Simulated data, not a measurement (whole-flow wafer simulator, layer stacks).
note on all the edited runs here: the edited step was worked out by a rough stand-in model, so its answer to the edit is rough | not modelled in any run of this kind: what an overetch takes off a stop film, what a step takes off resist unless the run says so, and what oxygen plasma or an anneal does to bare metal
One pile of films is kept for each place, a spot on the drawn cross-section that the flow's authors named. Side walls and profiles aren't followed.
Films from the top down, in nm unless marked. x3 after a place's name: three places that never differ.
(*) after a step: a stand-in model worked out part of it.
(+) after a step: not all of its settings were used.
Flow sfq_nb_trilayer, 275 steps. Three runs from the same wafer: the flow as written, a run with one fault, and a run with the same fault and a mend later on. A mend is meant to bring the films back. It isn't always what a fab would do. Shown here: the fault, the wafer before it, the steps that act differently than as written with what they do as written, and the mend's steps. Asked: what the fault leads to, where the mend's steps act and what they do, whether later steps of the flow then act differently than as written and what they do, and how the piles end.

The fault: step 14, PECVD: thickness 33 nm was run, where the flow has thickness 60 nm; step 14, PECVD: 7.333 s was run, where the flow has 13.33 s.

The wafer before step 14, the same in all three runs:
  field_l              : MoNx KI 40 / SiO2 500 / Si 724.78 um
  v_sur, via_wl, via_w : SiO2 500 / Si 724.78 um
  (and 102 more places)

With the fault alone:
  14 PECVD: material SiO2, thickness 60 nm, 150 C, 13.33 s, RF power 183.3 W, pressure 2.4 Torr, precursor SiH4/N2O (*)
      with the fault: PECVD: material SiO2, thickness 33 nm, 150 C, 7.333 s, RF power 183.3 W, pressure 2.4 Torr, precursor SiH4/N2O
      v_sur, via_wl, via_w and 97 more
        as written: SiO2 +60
        with the fault: SiO2 +33
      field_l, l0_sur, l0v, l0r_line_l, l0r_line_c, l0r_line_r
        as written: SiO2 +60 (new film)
        with the fault: SiO2 +33 (new film)
  Later steps of the flow that act differently than as written (10 more steps differ only slightly, by at most 2% or 0.5 nm, whichever is larger, and aren't shown):
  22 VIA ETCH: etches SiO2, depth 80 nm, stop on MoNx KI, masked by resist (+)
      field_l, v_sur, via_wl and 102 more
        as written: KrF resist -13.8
        with the fault: KrF resist -8.5
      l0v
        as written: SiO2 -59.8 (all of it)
        with the fault: SiO2 -32.8 (all of it)
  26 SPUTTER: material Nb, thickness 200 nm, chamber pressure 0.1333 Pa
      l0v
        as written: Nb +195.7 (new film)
        with the fault: Nb +200 (new film)
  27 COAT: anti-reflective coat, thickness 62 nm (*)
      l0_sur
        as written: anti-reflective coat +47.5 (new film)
        with the fault: anti-reflective coat +50.5 (new film)
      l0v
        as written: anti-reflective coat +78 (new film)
        with the fault: anti-reflective coat +69.6 (new film)
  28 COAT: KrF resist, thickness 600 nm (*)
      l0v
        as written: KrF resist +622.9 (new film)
        with the fault: KrF resist +606.3 (new film)
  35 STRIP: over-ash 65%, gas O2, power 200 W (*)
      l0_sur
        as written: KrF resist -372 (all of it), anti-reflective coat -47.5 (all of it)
        with the fault: KrF resist -373.6 (all of it), anti-reflective coat -50.5 (all of it)
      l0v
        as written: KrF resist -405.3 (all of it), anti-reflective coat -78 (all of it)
        with the fault: KrF resist -388.7 (all of it), anti-reflective coat -69.6 (all of it)
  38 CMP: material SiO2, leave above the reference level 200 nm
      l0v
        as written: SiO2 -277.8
        with the fault: SiO2 -309.1
  At the end the piles differ from the flow's by more than 2% or 0.5 nm, whichever is larger, at field_l, v_sur, via_wl and 100 more.
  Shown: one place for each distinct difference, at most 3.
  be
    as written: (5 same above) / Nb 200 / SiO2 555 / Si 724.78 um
    with the fault: (5 same above) / Nb 200 / SiO2 528 / Si 724.78 um
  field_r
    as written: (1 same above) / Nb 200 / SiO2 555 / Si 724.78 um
    with the fault: (1 same above) / Nb 200 / SiO2 528 / Si 724.78 um
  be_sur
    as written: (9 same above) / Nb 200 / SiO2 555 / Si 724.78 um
    with the fault: (9 same above) / Nb 200 / SiO2 528 / Si 724.78 um

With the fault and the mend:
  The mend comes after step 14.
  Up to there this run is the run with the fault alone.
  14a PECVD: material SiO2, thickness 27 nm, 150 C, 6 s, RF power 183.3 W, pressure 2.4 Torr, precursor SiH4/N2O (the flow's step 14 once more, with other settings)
      field_l, v_sur, via_wl and 103 more
        SiO2 +27
  No later step of the flow acts differently than as written, at any place that is followed, by more than 2% or 0.5 nm, whichever is larger.
  At the end the piles are the same as the flow's at every place that both follow.
